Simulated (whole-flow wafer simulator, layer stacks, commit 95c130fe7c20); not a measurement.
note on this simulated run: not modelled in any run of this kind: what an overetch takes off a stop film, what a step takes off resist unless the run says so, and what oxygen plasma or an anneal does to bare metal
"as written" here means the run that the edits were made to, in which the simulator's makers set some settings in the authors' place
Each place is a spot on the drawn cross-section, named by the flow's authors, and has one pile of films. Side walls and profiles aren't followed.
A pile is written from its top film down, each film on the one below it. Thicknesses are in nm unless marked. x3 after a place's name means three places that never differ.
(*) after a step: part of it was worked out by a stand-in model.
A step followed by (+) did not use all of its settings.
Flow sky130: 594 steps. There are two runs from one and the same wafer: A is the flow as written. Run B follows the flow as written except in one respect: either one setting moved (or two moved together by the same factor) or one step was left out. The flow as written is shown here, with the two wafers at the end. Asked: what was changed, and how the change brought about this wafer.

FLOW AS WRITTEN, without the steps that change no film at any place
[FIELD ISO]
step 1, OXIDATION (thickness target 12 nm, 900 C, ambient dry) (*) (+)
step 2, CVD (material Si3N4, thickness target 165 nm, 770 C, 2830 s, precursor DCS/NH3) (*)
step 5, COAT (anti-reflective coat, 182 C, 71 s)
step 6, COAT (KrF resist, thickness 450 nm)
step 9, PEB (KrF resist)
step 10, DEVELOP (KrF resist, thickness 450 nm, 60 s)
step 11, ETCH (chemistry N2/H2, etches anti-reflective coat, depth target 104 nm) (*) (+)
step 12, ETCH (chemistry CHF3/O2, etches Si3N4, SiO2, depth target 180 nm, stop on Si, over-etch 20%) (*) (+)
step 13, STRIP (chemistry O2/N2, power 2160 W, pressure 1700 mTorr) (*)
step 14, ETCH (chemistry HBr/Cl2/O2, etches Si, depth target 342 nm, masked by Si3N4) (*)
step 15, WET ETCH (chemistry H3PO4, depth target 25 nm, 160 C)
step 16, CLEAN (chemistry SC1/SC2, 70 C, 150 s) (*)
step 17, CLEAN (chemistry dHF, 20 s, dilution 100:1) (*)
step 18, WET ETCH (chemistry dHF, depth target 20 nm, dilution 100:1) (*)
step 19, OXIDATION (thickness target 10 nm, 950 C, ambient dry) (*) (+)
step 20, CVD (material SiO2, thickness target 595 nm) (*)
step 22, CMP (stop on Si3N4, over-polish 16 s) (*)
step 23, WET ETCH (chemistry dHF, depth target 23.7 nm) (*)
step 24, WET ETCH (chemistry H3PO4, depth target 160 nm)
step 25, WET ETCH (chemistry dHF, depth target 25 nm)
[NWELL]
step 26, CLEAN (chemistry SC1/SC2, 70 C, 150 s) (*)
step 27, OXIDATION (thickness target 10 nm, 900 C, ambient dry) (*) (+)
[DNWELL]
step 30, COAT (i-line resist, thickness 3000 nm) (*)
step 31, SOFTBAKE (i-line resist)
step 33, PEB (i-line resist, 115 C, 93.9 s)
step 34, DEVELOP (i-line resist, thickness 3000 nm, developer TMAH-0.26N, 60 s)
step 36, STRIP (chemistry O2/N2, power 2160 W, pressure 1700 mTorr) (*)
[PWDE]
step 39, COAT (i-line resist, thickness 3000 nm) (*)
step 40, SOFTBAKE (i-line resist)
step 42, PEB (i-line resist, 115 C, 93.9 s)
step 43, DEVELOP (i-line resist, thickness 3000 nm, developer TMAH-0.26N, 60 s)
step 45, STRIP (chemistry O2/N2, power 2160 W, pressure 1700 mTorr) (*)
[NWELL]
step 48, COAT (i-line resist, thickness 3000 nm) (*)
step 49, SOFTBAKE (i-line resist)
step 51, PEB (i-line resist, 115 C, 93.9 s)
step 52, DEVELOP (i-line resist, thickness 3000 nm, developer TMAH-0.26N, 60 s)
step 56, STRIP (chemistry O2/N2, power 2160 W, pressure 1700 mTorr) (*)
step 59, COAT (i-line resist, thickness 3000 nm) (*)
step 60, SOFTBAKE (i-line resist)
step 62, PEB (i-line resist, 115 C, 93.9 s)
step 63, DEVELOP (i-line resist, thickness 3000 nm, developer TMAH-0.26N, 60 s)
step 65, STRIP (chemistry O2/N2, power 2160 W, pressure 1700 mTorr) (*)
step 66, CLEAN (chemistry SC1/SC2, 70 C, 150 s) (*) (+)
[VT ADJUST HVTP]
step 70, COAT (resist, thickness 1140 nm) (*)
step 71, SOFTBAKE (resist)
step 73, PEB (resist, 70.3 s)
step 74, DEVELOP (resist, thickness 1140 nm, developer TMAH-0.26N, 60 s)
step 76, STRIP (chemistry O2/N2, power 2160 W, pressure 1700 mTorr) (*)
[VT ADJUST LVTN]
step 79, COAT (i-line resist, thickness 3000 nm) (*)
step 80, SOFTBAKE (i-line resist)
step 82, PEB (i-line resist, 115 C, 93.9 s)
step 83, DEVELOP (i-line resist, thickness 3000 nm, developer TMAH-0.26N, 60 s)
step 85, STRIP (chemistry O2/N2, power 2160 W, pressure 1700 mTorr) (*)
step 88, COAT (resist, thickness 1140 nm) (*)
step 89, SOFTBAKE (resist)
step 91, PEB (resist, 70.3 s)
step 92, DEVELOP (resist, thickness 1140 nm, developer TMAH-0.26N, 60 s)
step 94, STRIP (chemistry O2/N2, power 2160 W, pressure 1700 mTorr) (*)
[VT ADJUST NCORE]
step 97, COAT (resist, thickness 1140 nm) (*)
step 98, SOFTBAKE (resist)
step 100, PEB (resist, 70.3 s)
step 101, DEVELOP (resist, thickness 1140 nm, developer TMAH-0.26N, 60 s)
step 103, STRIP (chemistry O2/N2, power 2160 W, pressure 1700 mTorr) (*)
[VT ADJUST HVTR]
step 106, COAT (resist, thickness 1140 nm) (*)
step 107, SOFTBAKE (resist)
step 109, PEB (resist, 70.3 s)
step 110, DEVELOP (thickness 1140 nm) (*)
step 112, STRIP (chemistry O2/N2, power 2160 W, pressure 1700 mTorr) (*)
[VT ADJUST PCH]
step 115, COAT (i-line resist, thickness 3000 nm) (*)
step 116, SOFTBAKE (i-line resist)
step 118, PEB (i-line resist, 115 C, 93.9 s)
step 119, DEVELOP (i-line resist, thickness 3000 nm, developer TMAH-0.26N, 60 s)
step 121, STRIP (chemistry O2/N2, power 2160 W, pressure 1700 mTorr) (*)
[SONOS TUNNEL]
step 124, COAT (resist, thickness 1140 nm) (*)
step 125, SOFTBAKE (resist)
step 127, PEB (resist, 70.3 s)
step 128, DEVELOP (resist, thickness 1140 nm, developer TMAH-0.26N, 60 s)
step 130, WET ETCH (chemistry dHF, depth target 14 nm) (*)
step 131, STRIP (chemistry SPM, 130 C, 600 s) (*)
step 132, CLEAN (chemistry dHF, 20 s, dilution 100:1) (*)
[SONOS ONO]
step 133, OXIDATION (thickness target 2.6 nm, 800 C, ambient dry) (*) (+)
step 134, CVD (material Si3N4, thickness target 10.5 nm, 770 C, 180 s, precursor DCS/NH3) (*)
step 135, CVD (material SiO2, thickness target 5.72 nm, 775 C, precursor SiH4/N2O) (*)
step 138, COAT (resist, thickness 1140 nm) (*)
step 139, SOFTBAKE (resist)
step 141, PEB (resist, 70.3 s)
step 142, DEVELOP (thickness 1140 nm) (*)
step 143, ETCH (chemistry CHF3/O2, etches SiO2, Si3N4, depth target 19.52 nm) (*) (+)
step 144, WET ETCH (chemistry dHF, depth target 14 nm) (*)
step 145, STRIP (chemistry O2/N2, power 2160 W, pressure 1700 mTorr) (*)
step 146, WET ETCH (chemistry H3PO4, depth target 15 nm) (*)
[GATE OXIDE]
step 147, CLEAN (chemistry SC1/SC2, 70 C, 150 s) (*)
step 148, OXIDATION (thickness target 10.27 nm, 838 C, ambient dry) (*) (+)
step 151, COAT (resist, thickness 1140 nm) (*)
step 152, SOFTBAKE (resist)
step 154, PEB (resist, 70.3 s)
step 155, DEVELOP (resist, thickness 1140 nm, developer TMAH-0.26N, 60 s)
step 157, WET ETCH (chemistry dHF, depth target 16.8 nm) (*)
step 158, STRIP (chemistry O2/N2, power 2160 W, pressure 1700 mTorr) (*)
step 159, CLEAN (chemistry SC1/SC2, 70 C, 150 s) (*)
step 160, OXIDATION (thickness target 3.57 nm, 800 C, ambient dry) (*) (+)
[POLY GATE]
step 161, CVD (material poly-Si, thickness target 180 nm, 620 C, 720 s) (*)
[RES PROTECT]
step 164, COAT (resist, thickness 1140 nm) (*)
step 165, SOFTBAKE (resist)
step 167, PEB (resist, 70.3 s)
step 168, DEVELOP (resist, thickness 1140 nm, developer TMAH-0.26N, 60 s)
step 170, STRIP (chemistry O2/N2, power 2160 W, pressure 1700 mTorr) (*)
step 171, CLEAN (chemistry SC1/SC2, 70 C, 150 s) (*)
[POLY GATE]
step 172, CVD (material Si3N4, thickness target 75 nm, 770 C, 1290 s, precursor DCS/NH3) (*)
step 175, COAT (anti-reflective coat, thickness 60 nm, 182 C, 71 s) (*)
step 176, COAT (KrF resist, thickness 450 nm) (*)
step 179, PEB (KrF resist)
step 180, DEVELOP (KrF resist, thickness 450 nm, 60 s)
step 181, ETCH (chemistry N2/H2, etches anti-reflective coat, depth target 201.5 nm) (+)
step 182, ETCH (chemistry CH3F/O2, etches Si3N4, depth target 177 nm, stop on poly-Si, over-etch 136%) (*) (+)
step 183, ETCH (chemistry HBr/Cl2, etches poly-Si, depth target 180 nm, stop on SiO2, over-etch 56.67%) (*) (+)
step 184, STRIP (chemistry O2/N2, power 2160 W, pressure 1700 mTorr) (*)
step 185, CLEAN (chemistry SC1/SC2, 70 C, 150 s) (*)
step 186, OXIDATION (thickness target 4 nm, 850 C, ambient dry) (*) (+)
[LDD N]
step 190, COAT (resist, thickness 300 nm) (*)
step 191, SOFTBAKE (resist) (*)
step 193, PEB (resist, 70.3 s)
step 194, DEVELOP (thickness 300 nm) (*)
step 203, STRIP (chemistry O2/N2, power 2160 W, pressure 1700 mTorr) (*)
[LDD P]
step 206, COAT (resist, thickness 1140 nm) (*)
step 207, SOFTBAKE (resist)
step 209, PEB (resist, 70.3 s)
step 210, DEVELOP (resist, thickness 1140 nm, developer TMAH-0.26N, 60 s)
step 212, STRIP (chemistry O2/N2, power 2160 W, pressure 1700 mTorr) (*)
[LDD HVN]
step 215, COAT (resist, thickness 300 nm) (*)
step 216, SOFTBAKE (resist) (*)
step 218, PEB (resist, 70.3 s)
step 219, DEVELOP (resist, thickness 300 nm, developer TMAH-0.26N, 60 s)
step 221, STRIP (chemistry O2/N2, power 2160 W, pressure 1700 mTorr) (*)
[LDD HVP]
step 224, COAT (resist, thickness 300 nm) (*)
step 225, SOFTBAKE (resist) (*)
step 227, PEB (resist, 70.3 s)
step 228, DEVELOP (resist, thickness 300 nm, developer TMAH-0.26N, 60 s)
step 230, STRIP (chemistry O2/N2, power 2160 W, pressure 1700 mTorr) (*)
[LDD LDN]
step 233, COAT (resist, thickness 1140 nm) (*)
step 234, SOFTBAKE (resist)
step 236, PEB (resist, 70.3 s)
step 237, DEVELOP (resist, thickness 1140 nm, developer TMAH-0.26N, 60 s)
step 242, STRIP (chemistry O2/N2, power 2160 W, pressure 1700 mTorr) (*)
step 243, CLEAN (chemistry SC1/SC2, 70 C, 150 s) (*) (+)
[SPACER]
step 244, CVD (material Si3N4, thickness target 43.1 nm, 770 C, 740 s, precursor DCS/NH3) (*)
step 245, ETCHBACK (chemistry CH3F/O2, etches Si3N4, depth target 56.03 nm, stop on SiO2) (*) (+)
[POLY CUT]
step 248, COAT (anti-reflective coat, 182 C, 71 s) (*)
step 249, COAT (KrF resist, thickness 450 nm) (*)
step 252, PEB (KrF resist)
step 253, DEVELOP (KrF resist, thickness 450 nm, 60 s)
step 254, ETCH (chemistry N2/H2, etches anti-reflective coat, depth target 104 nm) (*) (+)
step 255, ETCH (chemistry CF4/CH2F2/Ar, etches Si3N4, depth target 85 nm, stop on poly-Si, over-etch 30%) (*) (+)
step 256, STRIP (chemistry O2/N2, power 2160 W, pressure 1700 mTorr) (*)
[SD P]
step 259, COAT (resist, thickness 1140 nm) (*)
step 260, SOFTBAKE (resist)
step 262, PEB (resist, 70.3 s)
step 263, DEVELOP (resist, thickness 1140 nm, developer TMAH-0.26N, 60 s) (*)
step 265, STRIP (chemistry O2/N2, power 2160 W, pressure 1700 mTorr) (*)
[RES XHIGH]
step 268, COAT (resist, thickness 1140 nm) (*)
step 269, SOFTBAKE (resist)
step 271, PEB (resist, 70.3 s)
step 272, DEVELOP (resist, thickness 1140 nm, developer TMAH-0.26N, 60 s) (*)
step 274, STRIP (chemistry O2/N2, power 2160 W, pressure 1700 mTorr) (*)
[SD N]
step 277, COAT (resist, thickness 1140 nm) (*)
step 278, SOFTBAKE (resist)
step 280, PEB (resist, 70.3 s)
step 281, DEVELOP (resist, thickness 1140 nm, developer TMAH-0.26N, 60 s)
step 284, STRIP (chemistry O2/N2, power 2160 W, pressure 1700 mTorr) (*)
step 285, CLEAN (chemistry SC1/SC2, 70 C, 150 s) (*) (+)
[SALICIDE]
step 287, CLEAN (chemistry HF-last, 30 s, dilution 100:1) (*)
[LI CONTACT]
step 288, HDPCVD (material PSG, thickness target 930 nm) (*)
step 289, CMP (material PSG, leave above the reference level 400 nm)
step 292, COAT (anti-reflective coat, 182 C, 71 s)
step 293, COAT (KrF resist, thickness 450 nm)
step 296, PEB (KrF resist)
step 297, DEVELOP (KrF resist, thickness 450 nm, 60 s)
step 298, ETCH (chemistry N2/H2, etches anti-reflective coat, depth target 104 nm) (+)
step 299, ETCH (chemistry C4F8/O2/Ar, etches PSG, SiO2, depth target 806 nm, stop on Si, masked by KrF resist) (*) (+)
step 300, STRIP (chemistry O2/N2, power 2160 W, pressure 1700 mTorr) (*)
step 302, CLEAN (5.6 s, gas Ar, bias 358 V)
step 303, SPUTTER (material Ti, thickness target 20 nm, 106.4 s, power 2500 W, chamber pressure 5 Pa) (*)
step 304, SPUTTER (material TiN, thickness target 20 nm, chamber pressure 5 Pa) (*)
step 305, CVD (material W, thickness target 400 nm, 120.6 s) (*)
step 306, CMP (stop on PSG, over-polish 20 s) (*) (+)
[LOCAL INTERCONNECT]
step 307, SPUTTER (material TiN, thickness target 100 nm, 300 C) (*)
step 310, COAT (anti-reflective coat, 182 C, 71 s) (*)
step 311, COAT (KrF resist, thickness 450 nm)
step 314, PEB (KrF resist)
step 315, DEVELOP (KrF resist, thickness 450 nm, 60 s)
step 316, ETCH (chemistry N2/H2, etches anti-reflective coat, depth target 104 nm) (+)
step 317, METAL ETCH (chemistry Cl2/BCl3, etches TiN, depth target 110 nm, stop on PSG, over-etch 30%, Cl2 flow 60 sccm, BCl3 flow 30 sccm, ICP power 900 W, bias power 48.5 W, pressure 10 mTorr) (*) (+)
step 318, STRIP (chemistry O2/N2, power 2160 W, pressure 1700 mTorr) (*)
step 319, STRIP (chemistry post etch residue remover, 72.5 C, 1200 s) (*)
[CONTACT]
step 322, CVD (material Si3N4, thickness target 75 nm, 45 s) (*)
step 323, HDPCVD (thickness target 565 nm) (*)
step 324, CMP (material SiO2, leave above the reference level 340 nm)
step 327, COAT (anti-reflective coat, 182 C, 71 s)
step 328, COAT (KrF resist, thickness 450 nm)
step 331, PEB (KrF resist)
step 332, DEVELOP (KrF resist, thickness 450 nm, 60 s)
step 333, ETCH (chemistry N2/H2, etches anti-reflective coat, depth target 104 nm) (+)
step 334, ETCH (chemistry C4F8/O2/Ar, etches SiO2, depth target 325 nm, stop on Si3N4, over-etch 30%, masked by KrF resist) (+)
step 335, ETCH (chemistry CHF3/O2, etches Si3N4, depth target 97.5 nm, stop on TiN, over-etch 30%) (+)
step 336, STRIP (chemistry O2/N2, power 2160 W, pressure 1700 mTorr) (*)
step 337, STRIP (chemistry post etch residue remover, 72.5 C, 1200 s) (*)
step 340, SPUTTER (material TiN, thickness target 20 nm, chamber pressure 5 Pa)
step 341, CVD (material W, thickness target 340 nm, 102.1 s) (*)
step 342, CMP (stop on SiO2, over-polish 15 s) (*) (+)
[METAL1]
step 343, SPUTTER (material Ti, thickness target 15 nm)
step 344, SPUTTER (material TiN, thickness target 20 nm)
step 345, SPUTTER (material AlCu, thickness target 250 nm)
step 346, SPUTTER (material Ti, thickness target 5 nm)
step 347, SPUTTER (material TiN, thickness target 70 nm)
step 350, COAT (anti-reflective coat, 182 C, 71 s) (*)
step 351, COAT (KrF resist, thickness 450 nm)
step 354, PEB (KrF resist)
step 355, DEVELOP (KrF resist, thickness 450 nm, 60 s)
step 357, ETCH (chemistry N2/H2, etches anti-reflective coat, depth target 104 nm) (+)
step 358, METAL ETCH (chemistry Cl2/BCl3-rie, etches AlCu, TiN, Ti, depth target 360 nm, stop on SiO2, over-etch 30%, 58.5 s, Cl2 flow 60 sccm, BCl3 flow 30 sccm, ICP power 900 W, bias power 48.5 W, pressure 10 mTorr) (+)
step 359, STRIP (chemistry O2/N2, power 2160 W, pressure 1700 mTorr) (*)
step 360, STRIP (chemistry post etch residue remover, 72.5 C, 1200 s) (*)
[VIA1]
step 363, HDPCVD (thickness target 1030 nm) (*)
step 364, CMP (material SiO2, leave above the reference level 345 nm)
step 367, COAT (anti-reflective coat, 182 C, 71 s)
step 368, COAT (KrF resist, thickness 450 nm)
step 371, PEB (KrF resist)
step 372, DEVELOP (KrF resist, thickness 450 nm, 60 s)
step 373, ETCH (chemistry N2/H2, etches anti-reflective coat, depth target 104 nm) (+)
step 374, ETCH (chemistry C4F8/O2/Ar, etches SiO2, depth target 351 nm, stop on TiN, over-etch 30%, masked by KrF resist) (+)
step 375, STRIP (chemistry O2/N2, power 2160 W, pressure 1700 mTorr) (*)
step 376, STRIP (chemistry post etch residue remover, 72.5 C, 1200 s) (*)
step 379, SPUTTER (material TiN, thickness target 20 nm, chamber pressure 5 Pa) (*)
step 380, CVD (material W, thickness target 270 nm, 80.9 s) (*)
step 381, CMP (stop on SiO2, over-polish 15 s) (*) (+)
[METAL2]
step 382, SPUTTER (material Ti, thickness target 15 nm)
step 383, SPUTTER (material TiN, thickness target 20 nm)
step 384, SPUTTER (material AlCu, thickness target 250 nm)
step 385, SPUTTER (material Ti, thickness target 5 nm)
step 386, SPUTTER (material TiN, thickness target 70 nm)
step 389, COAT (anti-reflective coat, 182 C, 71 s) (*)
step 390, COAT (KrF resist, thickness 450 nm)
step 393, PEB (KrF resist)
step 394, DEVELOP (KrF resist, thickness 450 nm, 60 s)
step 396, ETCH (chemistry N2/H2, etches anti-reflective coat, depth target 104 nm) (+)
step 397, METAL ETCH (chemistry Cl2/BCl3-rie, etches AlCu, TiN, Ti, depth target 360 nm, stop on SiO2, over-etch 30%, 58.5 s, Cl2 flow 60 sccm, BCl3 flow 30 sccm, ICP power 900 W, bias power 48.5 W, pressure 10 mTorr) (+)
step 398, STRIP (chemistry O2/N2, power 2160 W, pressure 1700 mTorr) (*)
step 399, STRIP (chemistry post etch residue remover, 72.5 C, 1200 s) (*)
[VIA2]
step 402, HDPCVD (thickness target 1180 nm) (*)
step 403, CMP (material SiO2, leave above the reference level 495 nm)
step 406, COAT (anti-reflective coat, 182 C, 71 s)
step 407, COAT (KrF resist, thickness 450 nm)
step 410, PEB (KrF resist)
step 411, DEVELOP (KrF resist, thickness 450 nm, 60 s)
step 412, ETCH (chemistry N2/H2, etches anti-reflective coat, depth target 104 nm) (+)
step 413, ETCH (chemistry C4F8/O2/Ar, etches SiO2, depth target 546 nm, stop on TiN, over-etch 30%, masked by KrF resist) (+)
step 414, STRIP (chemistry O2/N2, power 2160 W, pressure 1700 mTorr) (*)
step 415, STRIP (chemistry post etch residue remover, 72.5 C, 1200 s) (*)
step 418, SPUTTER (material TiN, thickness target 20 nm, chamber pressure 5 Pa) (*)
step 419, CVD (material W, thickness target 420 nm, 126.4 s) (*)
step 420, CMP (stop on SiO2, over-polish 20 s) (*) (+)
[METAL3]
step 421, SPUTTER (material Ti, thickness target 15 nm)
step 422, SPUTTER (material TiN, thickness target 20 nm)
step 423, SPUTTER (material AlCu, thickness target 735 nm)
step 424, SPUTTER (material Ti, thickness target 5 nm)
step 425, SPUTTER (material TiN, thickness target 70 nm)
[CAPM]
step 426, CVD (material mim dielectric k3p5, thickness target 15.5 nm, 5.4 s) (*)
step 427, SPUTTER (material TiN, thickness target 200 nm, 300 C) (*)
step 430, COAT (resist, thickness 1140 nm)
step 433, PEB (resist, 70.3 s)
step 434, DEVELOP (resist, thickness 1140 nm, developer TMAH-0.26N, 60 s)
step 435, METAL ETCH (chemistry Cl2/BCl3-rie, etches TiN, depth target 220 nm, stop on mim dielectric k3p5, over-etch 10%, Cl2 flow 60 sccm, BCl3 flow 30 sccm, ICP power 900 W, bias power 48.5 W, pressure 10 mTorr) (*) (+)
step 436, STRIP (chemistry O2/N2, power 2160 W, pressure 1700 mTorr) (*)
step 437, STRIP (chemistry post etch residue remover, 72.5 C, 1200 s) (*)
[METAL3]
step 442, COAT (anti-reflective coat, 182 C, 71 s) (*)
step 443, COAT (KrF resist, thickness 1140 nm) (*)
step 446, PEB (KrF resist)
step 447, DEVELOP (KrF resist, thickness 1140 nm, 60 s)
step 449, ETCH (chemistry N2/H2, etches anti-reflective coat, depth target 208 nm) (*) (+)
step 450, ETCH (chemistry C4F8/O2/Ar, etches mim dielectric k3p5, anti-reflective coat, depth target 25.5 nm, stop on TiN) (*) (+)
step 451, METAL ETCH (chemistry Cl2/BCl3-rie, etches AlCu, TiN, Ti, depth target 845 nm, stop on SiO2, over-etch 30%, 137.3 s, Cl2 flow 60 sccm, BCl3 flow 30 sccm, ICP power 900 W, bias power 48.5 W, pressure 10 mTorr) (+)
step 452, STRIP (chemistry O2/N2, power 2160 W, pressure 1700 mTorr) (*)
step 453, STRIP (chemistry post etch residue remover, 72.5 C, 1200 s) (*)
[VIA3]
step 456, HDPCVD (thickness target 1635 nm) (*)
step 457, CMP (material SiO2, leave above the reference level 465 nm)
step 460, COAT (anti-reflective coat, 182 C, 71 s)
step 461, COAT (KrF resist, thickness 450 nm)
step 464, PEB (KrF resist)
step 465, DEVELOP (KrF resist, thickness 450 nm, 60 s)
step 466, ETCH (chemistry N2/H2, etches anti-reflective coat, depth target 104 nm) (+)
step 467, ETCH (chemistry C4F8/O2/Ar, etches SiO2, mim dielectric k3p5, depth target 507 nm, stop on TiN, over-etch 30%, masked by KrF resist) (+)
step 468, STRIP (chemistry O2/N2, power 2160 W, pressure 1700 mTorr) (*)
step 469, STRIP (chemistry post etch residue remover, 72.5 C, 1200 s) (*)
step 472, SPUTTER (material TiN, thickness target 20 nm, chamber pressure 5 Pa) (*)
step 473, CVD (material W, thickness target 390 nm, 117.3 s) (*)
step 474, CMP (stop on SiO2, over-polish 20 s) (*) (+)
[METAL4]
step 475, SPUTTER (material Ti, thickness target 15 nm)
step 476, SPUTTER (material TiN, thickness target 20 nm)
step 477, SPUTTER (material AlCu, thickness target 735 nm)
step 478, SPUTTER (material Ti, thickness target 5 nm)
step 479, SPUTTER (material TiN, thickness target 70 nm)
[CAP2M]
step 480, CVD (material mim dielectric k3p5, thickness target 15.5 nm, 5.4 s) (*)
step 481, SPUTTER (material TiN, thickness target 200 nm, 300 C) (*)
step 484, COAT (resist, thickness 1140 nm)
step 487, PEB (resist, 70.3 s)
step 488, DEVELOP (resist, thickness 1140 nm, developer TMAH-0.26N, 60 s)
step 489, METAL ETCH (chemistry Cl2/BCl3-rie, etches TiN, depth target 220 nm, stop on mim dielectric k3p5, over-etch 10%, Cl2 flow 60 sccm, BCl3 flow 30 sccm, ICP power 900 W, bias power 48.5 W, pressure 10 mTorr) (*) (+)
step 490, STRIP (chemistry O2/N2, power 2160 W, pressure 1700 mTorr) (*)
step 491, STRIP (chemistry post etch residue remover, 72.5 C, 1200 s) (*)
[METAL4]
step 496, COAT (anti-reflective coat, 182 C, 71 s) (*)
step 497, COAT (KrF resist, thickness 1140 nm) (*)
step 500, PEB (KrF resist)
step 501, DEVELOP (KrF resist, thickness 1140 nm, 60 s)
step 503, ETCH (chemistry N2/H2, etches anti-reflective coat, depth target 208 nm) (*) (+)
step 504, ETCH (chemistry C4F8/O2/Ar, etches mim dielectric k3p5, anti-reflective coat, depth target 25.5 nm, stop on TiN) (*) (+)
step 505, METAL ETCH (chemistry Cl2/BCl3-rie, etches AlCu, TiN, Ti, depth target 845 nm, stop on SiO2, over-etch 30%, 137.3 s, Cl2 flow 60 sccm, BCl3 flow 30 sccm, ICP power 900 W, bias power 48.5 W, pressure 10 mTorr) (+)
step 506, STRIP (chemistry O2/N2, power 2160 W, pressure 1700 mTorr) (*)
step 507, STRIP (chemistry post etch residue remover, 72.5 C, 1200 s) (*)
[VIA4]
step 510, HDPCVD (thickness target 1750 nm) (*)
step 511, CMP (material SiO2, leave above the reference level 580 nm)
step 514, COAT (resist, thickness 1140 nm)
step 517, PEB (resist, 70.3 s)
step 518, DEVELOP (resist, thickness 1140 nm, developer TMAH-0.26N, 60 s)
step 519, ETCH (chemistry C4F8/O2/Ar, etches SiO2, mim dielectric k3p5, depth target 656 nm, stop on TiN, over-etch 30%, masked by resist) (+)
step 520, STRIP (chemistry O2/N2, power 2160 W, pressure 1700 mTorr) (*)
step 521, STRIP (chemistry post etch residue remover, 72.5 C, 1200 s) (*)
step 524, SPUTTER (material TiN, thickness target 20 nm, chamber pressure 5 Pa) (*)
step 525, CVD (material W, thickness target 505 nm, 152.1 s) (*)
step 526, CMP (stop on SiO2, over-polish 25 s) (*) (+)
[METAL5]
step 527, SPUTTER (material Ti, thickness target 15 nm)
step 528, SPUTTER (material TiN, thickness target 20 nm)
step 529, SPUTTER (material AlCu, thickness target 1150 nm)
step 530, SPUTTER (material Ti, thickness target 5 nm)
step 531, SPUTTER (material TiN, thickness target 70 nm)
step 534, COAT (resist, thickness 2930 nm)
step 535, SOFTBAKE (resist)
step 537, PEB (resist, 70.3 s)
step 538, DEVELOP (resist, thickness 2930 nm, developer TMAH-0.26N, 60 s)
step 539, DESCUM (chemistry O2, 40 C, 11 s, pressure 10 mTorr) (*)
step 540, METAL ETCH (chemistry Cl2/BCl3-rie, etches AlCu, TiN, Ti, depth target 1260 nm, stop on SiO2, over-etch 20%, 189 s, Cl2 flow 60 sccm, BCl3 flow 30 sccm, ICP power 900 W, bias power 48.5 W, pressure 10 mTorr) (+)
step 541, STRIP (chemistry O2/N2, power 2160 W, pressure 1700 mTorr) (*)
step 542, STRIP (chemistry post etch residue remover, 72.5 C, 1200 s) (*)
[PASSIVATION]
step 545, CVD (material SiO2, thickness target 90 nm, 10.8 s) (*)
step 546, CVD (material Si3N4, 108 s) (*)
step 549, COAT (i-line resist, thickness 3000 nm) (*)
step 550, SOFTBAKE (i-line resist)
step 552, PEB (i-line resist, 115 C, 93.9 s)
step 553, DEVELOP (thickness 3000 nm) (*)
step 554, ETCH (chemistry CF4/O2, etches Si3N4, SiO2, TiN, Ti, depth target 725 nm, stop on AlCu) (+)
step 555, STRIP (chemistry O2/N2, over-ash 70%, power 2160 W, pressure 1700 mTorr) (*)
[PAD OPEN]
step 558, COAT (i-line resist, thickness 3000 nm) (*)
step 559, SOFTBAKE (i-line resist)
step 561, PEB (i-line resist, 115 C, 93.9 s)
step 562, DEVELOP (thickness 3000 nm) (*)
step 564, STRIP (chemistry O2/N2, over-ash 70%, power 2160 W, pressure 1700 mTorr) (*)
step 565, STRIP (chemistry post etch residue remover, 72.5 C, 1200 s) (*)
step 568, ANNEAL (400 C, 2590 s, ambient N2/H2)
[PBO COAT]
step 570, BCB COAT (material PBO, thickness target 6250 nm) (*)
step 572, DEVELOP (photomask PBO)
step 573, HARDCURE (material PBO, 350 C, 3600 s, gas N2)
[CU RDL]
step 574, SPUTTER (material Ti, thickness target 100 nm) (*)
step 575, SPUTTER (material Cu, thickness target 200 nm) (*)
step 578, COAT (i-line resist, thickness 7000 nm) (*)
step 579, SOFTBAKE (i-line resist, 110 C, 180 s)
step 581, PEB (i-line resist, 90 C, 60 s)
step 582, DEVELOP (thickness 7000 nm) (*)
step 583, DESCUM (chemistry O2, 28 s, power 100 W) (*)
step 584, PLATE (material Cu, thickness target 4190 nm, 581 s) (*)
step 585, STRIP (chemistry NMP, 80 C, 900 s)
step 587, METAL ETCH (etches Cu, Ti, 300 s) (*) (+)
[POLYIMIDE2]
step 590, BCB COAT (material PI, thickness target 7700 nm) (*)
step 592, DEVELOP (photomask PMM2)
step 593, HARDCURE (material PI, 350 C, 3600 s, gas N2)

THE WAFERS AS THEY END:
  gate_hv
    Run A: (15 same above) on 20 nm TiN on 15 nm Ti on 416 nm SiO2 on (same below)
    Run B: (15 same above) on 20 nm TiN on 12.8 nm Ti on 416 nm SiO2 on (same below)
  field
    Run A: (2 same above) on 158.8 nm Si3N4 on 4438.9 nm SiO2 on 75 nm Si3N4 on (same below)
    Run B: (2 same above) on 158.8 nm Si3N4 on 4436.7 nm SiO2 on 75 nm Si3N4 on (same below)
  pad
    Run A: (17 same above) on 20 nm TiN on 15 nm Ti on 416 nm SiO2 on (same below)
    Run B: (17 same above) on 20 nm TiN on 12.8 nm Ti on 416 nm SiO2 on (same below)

Cause: step 421, SPUTTER: thickness target 12.8 nm was run, while the flow as written has thickness target 15 nm.
The wafer lets one read it off: gate_hv has Ti 12.8, and step 421 as written asks for 15 nm.

The path from the change to this, step by step:
  step 421, SPUTTER (material Ti, thickness target 15 nm)
      field, active, n_well and 188 more: A +15 Ti (new film) | B +12.8 Ti (new film)
  step 451, METAL ETCH (chemistry Cl2/BCl3-rie, etches AlCu, TiN, Ti, depth target 845 nm, stop on SiO2, over-etch 30%, 137.3 s, Cl2 flow 60 sccm, BCl3 flow 30 sccm, ICP power 900 W, bias power 48.5 W, pressure 10 mTorr) (+)
      field, gate, spacer and 68 more: A -70 TiN (all of it), -5 Ti (all of it), -735 AlCu (all of it), -20 TiN (all of it), -15 Ti (all of it), -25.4 SiO2 | B -70 TiN (all of it), -5 Ti (all of it), -735 AlCu (all of it), -20 TiN (all of it), -12.8 Ti (all of it), -25.6 SiO2
      active, vpp_ln, vpp_iso2 and 11 more: A -70 TiN (all of it), -5 Ti (all of it), -735 AlCu (all of it), -20 TiN (all of it), -15 Ti (all of it), -25.3 SiO2 | B -70 TiN (all of it), -5 Ti (all of it), -735 AlCu (all of it), -20 TiN (all of it), -12.8 Ti (all of it), -25.6 SiO2
